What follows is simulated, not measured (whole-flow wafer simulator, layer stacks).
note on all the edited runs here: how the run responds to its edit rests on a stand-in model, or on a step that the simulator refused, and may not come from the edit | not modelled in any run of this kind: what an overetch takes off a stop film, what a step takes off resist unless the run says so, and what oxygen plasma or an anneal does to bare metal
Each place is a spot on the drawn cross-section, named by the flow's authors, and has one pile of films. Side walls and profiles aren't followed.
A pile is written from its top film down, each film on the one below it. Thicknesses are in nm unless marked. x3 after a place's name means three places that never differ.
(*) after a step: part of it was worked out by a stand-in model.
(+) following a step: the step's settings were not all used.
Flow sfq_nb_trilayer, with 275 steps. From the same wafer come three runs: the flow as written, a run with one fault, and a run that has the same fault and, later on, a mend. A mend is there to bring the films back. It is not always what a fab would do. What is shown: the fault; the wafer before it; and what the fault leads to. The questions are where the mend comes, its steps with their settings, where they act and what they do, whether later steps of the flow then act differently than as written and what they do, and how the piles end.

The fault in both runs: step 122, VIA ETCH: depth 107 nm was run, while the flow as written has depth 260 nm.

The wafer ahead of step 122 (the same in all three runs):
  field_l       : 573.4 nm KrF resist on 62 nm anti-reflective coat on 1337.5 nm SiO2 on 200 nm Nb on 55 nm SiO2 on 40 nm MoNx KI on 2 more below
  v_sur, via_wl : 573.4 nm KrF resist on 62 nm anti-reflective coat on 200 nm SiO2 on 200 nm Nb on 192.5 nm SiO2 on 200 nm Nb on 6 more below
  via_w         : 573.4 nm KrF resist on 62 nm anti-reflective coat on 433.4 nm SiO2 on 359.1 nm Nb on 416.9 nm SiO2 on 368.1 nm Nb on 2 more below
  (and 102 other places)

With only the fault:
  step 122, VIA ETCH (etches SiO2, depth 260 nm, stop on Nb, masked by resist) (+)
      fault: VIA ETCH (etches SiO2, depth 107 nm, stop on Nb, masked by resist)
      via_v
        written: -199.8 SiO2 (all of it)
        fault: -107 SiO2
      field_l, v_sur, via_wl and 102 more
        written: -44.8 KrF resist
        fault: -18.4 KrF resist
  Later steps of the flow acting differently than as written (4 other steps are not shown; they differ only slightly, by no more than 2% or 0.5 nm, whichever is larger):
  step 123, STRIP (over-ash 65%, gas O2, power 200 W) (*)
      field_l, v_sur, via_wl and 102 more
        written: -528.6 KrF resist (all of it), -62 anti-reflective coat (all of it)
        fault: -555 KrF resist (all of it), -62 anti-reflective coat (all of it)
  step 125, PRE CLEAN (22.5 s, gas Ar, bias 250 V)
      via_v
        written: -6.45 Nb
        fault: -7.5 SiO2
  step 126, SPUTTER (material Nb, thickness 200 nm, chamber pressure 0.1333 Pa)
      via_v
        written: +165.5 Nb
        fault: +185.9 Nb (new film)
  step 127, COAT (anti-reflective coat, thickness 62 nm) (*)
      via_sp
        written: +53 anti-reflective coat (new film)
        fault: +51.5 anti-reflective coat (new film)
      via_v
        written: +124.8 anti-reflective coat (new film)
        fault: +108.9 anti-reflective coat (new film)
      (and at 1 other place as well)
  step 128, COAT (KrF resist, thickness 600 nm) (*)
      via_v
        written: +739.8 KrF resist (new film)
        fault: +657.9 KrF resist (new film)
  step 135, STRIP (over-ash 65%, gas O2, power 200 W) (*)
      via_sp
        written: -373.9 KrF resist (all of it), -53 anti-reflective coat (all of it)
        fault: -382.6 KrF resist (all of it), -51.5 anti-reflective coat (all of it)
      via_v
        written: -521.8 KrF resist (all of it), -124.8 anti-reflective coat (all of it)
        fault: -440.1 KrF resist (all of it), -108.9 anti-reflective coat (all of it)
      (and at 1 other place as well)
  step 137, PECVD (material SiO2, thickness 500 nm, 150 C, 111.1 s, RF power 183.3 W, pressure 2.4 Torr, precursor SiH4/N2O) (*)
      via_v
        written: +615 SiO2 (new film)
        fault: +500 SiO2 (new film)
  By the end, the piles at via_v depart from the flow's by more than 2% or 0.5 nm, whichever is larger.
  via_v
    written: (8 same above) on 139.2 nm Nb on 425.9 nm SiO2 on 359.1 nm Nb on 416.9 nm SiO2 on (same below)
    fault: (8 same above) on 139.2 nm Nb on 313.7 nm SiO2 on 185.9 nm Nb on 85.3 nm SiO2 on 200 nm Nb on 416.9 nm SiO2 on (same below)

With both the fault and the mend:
  After step 123 comes the mend.
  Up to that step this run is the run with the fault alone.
  step 123a, COAT (anti-reflective coat, thickness 62 nm) (*) (the flow's step 115, run once more)
      p4_fl x3, p4_w1 x9, p4_g1 x2 and 63 more
        +62 anti-reflective coat (new film)
      c5j, ce_r, sp_r and 13 more
        +61.9 anti-reflective coat (new film)
      field_l, v_sur, gap, jj_sur, ce_l
        +61.8 anti-reflective coat (new film)
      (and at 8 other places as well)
  step 123b, COAT (KrF resist, thickness 650 nm) (*) (the flow's step 116, run once more)
      p4_fl x3, p4_w1 x9, p4_g1 x2 and 63 more
        +650 KrF resist (new film)
      r_end, moat, field_r, lsp_l, ln_m5
        +649.7 KrF resist (new film)
      lsp_m, ln_m6, lsp_r, l0_sur, l0v
        +649.8 KrF resist (new film)
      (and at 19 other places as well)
  step 123c, SOFTBAKE (KrF resist) (the flow's step 117, run once more)
      leaves every film unchanged at each place that is followed
  step 123d, EXPOSE (photomask I3, dose 11.91 mJ/cm2, NA 0.6, wavelength 248 nm) (*) (the flow's step 118, run once more)
      leaves every film unchanged at each place that is followed
  step 123e, PEB (KrF resist, 90 s) (the flow's step 119, run once more)
      via_sp, wire, jj_sur and 94 more
        -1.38 KrF resist
      field_l, v_sur, via_wl, via_w, via_wr, be, be_sur, gap
        -1.37 KrF resist
      via_v
        -1.51 KrF resist
  step 123f, DEVELOP (KrF resist, thickness 650 nm, 60 s) (the flow's step 120, run once more)
      field_l, v_sur, via_wl and 102 more
        -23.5 KrF resist
      via_v
        -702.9 KrF resist (all of it)
  step 123g, VIA ETCH (etches anti-reflective coat, depth 125 nm, masked by resist) (+) (the flow's step 121, run once more)
      field_l, v_sur, via_wl and 102 more
        -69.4 KrF resist
      via_v
        -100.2 anti-reflective coat (all of it), -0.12 SiO2
  step 123h, VIA ETCH (etches SiO2, depth 153 nm, stop on Nb, masked by resist) (+) (the flow's step 122, run once more with other settings)
      field_l, v_sur, via_wl and 102 more
        -24 KrF resist
      via_v
        -92.7 SiO2 (all of it)
  step 123i, STRIP (over-ash 65%, gas O2, power 200 W) (*) (the flow's step 123, run once more)
      p4_fl x3, p4_w1 x9, p4_g1 x2 and 63 more
        -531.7 KrF resist (all of it), -62 anti-reflective coat (all of it)
      moat, field_r, lsp_l, ln_m5, lsp_m, ln_m6, l0v
        -531.4 KrF resist (all of it), -61.9 anti-reflective coat (all of it)
      r_sur, res, r_end
        -531.3 KrF resist (all of it), -61.9 anti-reflective coat (all of it)
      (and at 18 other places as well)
  Every later step of the flow that is run acts as written at every place that is followed.
  At every place that both follow, the piles at the end match the flow's.
